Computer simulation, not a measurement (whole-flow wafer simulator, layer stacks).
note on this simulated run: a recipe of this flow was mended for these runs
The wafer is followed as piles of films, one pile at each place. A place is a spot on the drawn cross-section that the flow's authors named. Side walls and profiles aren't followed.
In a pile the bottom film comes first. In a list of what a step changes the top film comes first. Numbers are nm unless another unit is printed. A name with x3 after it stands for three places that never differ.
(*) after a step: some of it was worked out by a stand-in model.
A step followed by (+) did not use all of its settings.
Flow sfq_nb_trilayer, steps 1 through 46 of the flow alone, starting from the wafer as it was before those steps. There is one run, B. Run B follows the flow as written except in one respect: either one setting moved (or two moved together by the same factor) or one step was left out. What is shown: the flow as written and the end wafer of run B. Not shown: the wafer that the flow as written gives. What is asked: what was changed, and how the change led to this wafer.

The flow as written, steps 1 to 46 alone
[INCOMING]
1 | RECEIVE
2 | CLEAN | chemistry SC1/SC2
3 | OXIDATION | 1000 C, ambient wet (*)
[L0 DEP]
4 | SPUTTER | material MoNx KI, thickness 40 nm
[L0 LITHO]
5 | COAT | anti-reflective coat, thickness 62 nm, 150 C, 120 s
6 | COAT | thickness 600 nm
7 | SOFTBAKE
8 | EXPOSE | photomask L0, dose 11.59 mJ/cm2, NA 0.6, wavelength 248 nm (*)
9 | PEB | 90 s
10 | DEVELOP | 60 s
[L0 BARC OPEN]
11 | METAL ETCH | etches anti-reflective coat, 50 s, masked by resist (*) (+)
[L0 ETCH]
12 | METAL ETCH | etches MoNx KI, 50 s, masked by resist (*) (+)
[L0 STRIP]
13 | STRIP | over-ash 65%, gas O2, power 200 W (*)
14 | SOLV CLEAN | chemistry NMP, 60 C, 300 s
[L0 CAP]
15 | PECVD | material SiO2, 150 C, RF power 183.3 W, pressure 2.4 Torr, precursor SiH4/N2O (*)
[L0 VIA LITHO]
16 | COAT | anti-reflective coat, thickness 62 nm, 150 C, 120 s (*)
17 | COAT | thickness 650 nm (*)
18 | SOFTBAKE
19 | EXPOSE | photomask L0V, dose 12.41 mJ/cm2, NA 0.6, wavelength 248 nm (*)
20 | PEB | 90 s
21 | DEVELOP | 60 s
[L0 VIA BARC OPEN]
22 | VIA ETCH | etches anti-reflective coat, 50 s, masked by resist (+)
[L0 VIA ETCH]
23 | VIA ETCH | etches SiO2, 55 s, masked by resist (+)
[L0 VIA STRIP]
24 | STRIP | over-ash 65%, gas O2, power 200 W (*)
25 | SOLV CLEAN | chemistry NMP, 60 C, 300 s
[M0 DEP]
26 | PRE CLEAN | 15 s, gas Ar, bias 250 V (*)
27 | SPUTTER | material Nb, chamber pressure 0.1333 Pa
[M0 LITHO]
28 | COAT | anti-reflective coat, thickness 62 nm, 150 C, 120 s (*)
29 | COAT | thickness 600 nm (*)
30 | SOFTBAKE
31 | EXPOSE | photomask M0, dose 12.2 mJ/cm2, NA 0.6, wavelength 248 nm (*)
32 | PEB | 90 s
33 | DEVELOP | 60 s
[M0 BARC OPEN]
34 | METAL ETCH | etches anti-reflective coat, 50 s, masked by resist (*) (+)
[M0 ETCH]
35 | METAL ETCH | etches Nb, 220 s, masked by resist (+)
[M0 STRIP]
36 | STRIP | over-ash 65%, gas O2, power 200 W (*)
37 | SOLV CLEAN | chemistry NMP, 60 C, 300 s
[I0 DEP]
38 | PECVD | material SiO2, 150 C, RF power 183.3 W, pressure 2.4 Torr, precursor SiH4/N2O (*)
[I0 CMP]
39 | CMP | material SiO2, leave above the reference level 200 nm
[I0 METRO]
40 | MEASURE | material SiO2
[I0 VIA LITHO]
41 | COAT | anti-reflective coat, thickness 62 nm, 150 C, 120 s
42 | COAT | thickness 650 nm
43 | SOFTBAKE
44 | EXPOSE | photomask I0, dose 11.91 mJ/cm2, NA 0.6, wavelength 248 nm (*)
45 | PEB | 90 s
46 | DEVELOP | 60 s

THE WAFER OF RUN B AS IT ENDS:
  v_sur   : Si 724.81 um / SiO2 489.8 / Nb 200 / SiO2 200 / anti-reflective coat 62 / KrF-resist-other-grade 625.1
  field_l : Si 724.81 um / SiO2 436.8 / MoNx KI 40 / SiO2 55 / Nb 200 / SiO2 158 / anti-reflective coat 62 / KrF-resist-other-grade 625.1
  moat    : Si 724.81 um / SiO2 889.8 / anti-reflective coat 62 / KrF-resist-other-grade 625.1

What caused this: step 3, OXIDATION: 981 C was run, though the flow has 1000 C.

Step by step, how the change led to this:
  3 | OXIDATION | 1000 C, ambient wet (*)
      field_l, v_sur, via_wl and 103 more: SiO2 gains 436.8 (new film), chemical SiO2 loses 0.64 (all of it), Si loses 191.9 (in the flow as written it would be: SiO2 gains 500 (new film), chemical SiO2 loses 0.64 (all of it), Si loses 219.7)
